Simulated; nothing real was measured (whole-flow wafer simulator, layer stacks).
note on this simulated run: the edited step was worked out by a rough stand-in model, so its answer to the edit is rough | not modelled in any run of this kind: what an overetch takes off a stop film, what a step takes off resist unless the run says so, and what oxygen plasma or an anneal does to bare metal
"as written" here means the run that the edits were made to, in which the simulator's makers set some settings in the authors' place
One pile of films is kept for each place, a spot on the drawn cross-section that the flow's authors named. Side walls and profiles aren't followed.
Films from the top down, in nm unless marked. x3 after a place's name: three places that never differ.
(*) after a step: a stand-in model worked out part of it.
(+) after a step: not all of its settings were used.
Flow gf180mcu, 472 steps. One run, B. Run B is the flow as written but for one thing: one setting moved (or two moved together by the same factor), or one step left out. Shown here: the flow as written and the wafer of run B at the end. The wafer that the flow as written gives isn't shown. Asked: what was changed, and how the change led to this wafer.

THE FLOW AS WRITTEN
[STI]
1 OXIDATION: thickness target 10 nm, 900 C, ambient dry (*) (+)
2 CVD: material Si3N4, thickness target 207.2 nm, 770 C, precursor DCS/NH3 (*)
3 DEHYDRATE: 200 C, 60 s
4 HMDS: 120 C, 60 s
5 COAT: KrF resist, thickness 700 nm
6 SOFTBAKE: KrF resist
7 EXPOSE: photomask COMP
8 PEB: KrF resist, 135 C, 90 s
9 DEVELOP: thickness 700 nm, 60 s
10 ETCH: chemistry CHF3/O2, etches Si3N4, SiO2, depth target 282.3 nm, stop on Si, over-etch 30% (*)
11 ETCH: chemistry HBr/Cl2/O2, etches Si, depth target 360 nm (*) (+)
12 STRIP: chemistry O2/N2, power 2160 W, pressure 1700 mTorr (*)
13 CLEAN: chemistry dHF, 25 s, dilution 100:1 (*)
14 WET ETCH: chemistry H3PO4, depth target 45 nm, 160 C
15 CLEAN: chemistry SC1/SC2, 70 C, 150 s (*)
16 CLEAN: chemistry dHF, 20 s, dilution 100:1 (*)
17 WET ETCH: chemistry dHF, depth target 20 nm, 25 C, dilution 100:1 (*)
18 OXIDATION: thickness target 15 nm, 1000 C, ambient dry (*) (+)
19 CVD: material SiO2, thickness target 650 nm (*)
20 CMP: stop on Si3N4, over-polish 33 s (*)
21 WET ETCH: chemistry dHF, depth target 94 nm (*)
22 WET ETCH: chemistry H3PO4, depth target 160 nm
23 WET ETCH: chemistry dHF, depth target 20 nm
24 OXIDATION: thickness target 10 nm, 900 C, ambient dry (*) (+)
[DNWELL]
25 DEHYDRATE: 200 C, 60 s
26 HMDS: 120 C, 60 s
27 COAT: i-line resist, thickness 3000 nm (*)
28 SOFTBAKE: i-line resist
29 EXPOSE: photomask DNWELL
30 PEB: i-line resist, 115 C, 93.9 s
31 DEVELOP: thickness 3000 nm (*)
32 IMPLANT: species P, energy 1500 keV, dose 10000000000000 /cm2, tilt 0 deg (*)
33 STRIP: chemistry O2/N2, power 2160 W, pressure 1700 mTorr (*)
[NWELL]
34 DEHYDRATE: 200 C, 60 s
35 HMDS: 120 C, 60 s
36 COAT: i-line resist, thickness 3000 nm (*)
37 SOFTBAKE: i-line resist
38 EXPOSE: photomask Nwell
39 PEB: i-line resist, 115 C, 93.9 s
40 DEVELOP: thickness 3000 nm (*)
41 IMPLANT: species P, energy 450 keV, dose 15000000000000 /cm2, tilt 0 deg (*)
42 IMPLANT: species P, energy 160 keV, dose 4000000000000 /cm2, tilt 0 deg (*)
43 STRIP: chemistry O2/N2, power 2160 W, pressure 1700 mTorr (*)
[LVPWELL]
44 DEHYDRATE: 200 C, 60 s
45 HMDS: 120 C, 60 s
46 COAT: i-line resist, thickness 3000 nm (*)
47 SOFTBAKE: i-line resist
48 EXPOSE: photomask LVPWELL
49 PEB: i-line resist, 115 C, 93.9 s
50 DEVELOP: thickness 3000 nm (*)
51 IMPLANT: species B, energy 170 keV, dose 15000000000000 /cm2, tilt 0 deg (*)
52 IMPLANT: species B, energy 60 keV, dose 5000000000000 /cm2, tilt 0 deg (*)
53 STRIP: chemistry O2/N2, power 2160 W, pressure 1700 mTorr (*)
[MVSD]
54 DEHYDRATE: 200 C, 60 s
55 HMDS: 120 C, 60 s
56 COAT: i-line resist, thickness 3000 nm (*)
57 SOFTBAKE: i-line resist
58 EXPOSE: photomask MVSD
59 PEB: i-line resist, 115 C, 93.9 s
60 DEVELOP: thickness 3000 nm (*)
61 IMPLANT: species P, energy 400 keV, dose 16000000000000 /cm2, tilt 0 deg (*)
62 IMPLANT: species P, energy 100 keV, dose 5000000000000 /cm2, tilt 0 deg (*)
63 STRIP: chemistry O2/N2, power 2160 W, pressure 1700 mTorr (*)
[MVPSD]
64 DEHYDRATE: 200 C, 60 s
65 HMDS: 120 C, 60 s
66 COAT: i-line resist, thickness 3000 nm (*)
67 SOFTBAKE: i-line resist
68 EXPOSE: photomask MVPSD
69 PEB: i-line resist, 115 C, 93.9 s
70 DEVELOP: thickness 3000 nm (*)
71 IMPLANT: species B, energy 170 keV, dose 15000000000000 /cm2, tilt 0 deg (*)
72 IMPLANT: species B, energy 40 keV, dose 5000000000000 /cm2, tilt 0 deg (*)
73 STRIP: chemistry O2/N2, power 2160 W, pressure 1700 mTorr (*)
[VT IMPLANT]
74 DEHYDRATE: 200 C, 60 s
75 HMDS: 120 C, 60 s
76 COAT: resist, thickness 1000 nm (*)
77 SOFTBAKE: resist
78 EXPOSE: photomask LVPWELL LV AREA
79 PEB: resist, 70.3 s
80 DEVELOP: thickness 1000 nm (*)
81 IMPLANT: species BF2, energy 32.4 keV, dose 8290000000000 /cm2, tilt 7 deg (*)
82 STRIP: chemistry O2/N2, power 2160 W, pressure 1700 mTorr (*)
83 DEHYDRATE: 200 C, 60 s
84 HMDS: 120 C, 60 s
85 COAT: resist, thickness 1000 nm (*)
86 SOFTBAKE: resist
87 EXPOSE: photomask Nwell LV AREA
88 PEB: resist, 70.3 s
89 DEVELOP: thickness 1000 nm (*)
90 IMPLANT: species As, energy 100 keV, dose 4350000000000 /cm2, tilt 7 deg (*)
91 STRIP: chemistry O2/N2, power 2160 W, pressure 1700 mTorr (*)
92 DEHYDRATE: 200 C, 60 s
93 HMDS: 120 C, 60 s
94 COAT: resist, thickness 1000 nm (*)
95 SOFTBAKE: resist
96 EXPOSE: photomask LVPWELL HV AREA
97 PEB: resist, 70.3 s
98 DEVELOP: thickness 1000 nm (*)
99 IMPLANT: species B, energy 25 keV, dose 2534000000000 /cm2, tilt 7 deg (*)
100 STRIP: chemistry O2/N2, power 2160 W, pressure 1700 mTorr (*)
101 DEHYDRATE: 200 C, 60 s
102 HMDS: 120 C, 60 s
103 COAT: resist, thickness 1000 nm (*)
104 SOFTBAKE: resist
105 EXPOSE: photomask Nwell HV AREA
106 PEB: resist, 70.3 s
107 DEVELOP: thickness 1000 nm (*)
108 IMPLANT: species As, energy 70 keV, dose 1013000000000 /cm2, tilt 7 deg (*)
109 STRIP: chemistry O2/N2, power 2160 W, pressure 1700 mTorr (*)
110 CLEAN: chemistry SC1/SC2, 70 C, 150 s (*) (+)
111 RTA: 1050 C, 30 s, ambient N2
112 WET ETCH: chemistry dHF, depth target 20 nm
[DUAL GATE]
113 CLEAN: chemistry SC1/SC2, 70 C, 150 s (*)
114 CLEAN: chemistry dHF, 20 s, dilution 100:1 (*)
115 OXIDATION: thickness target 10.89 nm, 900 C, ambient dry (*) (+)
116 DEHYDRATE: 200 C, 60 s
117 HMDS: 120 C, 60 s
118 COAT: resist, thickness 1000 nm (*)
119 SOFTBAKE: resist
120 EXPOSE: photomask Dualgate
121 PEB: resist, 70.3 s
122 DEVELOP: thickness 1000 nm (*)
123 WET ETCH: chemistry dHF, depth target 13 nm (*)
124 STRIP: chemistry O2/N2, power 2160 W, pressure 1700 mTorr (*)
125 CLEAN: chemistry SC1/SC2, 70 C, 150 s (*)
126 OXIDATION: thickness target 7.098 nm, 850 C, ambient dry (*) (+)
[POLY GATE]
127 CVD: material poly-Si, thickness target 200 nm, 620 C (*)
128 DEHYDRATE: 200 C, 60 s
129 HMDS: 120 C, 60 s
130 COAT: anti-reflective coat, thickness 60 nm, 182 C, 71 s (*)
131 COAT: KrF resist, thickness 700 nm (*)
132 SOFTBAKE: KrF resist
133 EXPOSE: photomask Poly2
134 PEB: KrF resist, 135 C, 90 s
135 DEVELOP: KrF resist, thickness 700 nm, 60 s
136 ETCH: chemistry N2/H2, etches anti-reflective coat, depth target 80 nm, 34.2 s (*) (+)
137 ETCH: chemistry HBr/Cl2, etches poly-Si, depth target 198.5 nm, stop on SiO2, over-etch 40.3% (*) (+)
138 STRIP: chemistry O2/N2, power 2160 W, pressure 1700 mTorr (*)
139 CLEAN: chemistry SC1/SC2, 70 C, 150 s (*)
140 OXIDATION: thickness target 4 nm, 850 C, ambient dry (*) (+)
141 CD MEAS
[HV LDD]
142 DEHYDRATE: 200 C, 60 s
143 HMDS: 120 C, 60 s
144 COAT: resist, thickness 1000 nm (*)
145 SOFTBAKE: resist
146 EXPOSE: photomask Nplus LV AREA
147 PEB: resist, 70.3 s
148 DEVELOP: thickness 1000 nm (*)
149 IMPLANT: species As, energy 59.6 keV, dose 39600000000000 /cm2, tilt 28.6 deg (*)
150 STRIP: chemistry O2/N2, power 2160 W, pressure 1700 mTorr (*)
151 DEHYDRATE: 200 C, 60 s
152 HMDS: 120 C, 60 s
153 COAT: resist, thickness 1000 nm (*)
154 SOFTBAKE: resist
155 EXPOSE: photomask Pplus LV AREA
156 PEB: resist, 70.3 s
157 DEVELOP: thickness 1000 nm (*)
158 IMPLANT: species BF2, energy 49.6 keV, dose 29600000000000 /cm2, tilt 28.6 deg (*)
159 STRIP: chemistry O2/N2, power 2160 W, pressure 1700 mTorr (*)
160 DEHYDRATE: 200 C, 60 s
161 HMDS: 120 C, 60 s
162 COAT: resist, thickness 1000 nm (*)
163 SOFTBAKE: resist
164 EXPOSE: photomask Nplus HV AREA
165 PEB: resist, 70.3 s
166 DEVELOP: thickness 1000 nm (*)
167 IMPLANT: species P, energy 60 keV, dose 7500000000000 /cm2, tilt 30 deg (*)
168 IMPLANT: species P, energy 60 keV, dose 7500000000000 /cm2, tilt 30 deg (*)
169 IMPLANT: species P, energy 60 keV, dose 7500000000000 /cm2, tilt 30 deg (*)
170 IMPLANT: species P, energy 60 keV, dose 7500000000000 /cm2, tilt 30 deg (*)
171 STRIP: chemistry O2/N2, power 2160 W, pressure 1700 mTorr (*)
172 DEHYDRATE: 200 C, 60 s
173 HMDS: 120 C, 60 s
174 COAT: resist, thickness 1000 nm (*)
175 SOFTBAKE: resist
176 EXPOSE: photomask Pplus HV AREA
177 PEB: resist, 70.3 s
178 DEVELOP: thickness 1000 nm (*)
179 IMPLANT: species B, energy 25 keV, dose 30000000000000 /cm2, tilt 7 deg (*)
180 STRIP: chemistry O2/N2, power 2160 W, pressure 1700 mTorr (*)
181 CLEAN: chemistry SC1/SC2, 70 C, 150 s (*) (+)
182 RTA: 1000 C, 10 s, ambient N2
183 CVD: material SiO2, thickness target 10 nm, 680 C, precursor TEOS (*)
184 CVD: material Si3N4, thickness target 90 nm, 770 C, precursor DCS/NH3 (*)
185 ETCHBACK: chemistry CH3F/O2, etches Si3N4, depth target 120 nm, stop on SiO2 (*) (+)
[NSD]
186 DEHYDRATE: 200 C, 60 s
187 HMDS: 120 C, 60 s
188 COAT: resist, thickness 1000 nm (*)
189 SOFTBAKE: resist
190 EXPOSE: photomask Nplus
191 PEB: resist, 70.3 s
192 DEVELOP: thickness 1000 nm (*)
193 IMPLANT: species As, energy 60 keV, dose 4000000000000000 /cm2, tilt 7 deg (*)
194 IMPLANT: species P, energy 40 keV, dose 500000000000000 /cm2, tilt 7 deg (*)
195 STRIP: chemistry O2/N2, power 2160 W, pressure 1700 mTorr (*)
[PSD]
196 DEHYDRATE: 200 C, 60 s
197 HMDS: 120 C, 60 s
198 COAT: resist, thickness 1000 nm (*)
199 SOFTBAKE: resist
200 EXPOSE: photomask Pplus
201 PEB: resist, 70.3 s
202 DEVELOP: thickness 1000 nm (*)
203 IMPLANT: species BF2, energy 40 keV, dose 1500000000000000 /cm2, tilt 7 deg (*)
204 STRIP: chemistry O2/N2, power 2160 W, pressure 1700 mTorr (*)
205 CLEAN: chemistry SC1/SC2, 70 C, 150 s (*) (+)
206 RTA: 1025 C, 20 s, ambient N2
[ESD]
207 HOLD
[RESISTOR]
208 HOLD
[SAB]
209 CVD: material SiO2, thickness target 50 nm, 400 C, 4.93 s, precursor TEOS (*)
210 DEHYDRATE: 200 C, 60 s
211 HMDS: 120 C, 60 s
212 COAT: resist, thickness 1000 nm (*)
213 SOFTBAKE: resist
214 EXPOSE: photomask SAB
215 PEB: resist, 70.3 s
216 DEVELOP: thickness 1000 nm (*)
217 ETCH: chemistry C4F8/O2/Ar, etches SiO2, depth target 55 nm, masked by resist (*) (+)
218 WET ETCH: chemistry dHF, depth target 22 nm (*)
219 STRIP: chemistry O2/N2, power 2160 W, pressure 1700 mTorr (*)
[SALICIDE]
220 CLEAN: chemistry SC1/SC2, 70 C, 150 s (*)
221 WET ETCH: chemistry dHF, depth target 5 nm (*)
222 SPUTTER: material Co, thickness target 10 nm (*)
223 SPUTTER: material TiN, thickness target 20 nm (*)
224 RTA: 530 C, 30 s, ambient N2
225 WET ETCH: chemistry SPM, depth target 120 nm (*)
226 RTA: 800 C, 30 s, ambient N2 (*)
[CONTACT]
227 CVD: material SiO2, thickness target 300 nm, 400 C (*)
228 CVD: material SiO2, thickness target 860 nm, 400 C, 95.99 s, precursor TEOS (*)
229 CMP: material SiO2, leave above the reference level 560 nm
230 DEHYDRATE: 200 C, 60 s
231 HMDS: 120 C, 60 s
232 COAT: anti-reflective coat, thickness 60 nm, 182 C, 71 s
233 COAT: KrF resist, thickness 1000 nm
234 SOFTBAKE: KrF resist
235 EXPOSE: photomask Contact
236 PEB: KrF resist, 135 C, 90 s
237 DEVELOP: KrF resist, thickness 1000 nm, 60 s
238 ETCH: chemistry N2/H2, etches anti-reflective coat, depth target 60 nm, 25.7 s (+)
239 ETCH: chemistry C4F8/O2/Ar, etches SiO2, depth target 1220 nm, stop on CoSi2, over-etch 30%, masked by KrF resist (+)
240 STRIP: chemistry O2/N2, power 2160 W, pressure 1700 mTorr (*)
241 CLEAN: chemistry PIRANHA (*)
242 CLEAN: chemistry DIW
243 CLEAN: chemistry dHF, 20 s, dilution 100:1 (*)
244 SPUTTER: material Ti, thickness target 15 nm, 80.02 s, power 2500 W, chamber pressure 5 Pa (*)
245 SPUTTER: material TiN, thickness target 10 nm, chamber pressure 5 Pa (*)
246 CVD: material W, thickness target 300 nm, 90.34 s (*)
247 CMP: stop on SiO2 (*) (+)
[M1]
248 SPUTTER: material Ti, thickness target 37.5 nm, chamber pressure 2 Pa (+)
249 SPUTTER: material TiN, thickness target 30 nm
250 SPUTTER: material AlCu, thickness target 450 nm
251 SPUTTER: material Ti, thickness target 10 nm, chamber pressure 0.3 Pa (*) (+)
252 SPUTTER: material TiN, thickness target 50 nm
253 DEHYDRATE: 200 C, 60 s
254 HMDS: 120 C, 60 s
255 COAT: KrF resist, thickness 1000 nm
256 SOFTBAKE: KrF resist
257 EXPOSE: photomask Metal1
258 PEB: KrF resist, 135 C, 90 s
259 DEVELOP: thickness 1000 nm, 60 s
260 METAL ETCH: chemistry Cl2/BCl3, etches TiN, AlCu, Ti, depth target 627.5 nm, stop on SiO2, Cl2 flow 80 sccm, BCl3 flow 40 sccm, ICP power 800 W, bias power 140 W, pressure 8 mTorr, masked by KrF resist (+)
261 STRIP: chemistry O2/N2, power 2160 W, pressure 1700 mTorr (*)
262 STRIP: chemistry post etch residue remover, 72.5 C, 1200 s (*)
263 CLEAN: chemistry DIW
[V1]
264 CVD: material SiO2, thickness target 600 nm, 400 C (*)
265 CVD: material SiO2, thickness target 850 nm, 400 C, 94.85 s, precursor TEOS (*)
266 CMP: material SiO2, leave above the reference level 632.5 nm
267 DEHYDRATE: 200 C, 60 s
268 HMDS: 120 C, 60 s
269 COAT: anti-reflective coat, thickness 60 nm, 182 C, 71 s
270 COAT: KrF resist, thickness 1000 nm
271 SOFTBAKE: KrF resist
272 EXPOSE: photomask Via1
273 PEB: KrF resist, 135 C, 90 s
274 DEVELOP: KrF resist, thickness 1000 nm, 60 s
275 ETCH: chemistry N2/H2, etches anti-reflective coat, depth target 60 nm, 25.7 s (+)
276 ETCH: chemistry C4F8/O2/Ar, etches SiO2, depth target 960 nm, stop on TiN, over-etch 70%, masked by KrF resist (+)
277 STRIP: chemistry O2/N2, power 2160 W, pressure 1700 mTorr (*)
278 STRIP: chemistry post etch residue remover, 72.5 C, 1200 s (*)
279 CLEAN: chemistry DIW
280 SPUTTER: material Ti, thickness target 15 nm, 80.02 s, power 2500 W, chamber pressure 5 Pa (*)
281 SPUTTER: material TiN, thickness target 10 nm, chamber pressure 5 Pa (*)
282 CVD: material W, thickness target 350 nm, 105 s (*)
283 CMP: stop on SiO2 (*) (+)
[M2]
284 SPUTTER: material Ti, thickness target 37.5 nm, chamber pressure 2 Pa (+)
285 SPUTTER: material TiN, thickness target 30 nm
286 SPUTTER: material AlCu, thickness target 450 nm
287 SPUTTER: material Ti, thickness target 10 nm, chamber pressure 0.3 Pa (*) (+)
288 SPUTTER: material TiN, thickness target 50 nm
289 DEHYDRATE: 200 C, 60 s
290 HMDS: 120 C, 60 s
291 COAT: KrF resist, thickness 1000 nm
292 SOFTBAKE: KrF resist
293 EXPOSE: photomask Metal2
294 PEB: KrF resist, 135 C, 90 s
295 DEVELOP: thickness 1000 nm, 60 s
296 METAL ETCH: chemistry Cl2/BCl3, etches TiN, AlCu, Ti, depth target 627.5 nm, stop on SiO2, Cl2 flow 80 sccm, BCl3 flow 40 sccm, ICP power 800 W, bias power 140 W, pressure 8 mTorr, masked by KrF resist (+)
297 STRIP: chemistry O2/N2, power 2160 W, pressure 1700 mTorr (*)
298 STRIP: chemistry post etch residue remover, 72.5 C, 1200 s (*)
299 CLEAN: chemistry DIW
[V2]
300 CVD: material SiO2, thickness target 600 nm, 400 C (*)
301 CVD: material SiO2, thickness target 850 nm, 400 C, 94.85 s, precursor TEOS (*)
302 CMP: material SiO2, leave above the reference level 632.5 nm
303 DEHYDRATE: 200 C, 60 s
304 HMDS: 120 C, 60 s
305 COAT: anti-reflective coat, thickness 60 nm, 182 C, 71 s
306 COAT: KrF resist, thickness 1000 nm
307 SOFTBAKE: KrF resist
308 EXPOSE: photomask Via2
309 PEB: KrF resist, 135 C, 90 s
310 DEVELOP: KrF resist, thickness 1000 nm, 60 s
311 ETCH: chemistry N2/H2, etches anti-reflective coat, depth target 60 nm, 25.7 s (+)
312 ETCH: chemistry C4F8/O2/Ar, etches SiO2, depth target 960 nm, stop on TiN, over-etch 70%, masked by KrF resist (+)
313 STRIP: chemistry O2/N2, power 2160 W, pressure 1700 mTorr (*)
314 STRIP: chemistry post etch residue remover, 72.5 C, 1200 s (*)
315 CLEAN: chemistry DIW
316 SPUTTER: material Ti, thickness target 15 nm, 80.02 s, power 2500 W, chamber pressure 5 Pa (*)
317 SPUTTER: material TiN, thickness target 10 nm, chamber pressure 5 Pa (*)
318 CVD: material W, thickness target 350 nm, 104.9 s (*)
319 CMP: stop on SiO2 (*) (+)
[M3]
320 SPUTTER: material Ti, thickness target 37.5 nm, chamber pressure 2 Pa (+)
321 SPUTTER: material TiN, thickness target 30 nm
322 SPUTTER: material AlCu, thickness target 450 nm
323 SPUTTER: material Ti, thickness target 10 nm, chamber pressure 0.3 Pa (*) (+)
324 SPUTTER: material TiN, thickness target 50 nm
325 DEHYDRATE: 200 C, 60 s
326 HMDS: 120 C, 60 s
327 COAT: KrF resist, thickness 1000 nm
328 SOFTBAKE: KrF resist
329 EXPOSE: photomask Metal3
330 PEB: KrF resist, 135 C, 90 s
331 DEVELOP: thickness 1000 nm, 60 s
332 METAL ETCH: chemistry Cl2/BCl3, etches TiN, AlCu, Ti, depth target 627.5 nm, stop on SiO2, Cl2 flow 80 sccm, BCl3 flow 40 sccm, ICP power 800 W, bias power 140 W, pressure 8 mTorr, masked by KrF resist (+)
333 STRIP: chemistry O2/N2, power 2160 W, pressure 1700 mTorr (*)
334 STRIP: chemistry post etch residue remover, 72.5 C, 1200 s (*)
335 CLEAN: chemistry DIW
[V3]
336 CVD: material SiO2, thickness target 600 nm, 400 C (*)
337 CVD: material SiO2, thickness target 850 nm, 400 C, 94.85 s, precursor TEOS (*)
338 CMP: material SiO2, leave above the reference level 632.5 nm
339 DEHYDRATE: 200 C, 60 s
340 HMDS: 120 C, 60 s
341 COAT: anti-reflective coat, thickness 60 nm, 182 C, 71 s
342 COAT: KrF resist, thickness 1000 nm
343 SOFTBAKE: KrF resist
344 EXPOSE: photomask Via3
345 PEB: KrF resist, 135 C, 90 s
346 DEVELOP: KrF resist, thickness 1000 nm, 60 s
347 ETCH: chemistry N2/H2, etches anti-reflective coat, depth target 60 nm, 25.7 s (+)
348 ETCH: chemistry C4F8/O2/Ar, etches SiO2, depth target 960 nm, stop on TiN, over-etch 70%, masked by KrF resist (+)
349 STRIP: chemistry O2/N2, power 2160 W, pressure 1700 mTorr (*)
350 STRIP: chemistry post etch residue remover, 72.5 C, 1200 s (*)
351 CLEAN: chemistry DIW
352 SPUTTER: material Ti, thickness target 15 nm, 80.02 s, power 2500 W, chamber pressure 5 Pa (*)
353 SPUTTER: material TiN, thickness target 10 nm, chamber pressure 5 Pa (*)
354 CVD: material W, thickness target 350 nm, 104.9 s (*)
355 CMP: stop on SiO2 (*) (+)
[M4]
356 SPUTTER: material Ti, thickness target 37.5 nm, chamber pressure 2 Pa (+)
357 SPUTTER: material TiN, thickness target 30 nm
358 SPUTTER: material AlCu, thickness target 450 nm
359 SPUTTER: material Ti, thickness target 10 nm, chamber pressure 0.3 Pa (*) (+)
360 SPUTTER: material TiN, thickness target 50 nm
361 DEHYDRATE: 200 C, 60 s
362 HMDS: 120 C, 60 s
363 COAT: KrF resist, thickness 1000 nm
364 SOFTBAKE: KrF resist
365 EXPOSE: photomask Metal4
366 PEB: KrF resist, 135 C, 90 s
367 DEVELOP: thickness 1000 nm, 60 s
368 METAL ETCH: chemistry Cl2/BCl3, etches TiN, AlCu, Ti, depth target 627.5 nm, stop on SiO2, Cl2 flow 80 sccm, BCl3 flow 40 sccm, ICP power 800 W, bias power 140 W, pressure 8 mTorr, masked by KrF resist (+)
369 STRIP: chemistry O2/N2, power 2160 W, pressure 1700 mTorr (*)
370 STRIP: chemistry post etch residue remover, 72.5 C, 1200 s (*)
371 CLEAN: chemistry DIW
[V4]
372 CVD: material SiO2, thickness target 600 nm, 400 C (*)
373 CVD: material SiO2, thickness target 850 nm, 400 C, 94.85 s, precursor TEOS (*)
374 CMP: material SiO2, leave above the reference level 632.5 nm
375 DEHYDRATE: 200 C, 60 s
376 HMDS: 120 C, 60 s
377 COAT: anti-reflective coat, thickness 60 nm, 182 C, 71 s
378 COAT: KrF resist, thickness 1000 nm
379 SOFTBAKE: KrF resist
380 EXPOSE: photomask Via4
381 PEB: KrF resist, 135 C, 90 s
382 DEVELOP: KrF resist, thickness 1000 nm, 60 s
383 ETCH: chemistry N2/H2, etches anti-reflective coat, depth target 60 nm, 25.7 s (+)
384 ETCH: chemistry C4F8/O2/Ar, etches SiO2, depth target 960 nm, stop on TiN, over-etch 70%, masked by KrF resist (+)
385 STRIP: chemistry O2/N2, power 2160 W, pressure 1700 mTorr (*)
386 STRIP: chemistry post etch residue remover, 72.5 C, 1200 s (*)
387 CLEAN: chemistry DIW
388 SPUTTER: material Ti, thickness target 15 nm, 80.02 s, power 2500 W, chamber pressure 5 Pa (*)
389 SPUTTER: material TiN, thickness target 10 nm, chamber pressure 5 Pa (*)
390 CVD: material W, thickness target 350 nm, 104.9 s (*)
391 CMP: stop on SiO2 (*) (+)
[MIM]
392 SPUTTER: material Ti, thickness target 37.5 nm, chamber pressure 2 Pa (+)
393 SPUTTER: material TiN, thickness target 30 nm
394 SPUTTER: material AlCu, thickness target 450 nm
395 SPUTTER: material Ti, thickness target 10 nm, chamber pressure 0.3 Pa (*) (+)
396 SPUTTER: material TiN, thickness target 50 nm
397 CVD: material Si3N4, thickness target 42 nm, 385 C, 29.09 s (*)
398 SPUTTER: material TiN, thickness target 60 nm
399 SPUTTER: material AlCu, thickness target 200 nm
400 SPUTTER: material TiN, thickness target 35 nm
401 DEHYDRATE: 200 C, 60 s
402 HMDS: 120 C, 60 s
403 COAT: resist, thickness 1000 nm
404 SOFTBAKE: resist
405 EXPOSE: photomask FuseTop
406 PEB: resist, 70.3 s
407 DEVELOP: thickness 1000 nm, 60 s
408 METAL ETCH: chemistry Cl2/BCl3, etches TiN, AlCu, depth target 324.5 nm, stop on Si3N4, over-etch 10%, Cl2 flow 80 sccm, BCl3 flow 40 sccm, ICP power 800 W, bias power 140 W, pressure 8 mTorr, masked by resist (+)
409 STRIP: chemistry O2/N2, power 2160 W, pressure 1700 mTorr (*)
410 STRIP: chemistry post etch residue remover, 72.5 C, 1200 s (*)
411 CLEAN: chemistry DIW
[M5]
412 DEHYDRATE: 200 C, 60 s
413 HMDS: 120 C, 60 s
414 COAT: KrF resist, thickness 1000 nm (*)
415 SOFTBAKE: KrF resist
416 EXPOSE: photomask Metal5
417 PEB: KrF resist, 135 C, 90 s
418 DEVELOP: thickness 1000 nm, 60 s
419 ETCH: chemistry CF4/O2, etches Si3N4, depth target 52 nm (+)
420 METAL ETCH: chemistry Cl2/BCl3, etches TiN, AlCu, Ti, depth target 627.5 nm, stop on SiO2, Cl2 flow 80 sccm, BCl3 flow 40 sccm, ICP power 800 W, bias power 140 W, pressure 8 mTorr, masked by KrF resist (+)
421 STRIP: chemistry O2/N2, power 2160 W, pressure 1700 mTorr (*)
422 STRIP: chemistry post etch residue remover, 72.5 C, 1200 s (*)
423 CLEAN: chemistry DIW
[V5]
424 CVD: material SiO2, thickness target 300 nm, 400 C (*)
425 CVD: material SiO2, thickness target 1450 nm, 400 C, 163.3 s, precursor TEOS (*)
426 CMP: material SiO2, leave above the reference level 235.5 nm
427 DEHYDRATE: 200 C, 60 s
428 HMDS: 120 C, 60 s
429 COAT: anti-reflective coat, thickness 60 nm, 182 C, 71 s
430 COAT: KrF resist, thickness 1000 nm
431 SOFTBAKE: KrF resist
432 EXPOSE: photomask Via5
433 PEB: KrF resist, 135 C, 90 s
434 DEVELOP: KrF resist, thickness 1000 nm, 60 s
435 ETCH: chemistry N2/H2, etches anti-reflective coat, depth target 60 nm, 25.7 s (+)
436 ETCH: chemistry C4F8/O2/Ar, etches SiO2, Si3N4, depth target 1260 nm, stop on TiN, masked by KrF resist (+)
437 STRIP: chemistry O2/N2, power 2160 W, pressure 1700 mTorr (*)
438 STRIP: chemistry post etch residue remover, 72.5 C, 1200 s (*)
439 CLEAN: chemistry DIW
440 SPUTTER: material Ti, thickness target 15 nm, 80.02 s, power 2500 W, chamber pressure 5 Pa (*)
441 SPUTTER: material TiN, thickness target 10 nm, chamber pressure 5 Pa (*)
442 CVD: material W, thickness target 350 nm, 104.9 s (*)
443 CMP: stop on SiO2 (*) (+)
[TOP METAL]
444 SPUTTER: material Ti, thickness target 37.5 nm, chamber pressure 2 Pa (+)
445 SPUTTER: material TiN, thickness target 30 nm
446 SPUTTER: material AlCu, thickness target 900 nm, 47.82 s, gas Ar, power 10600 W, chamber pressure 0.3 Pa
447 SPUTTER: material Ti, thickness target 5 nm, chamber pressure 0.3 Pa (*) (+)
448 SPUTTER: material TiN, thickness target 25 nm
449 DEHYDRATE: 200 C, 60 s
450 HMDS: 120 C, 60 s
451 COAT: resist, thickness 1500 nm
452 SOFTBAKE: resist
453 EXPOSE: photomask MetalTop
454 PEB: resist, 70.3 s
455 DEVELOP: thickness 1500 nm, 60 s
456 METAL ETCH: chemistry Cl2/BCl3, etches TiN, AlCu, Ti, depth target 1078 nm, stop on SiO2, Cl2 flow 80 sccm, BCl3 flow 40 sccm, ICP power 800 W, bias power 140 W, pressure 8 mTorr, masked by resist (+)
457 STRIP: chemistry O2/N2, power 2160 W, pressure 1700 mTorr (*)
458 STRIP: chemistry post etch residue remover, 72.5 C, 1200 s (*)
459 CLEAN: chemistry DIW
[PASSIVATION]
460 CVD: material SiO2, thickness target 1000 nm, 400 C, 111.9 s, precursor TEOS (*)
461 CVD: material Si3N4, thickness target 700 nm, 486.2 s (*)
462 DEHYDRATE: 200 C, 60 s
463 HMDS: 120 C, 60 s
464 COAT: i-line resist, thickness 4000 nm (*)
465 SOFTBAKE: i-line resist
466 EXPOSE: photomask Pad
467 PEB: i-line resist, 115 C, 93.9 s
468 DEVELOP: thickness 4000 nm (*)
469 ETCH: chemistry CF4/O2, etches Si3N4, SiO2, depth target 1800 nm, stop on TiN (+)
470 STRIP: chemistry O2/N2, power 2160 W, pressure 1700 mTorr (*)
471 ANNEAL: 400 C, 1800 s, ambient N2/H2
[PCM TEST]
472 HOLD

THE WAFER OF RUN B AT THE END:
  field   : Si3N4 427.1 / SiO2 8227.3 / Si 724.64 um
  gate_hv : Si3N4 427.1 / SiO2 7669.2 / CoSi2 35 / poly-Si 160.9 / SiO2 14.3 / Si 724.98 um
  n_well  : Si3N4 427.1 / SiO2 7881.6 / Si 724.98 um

The cause: step 461, CVD: thickness target 427 nm was run, where the flow has thickness target 700 nm; step 461, CVD: 296.6 s was run, where the flow has 486.2 s.

How the change led to this, step by step:
  461 CVD: material Si3N4, thickness target 700 nm, 486.2 s (*)
      field, field__w1, field__w2 and 109 more: Si3N4 +427.1 (new film) (as written it would be: Si3N4 +700 (new film))
  465 SOFTBAKE: i-line resist
      ld_acc_p, ld_fp_p, ld_drift_p: i-line resist +32.4 (as written it would be: i-line resist +33.8)
      field__w11, field__w13: i-line resist +36.3 (as written it would be: i-line resist +37.6)
      (and at 49 more places)
  469 ETCH: chemistry CF4/O2, etches Si3N4, SiO2, depth target 1800 nm, stop on TiN (+)
      pad: Si3N4 -427.1 (all of it), SiO2 -1000 (all of it) (as written it would be: Si3N4 -700 (all of it), SiO2 -1000 (all of it))
